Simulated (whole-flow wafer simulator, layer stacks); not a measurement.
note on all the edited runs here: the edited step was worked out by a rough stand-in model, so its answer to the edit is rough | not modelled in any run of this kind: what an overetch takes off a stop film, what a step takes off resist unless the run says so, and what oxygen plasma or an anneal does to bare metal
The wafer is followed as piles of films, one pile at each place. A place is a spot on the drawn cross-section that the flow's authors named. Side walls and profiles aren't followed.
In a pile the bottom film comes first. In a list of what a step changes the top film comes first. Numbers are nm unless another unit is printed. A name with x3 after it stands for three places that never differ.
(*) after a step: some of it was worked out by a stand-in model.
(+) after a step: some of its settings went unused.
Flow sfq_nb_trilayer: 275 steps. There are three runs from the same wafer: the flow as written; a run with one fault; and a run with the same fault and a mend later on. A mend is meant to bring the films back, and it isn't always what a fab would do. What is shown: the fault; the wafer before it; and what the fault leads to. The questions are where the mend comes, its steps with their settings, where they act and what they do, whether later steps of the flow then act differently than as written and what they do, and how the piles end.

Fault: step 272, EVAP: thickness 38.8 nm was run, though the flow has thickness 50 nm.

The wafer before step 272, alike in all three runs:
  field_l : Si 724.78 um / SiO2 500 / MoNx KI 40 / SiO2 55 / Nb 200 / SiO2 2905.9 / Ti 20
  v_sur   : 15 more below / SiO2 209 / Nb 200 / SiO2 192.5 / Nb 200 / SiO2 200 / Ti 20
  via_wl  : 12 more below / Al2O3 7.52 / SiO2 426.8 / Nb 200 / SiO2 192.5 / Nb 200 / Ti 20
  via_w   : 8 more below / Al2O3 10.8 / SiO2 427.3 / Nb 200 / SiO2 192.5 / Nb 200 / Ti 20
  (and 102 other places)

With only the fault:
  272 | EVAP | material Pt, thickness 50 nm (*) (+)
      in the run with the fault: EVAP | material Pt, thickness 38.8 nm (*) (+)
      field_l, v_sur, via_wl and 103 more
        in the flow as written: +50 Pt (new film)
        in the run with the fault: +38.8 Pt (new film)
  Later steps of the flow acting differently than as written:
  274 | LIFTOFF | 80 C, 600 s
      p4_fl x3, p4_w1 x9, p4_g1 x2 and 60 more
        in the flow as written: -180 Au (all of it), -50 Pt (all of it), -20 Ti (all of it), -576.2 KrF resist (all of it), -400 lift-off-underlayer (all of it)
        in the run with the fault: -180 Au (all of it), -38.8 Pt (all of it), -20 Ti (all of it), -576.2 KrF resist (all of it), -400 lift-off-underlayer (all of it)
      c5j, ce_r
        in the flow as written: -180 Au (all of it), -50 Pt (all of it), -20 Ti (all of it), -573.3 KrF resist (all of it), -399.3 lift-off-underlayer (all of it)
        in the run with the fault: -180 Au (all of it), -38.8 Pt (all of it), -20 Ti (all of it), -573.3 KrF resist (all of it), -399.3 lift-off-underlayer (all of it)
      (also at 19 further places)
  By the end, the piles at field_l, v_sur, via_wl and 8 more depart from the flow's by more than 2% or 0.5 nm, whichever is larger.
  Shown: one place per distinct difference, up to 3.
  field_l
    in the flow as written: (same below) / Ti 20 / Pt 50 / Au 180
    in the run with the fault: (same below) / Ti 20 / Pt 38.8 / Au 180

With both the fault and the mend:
  The mend stands after step 272.
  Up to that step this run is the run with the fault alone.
  272a | EVAP | material Pt, thickness 11.2 nm (*) (+) (the flow's step 272 again, with other settings)
      field_l, v_sur, via_wl and 103 more
        +11.2 Pt
  Every later step of the flow that is run acts as written at every place that is followed.
  The piles end the same as the flow's at every place that both follow.
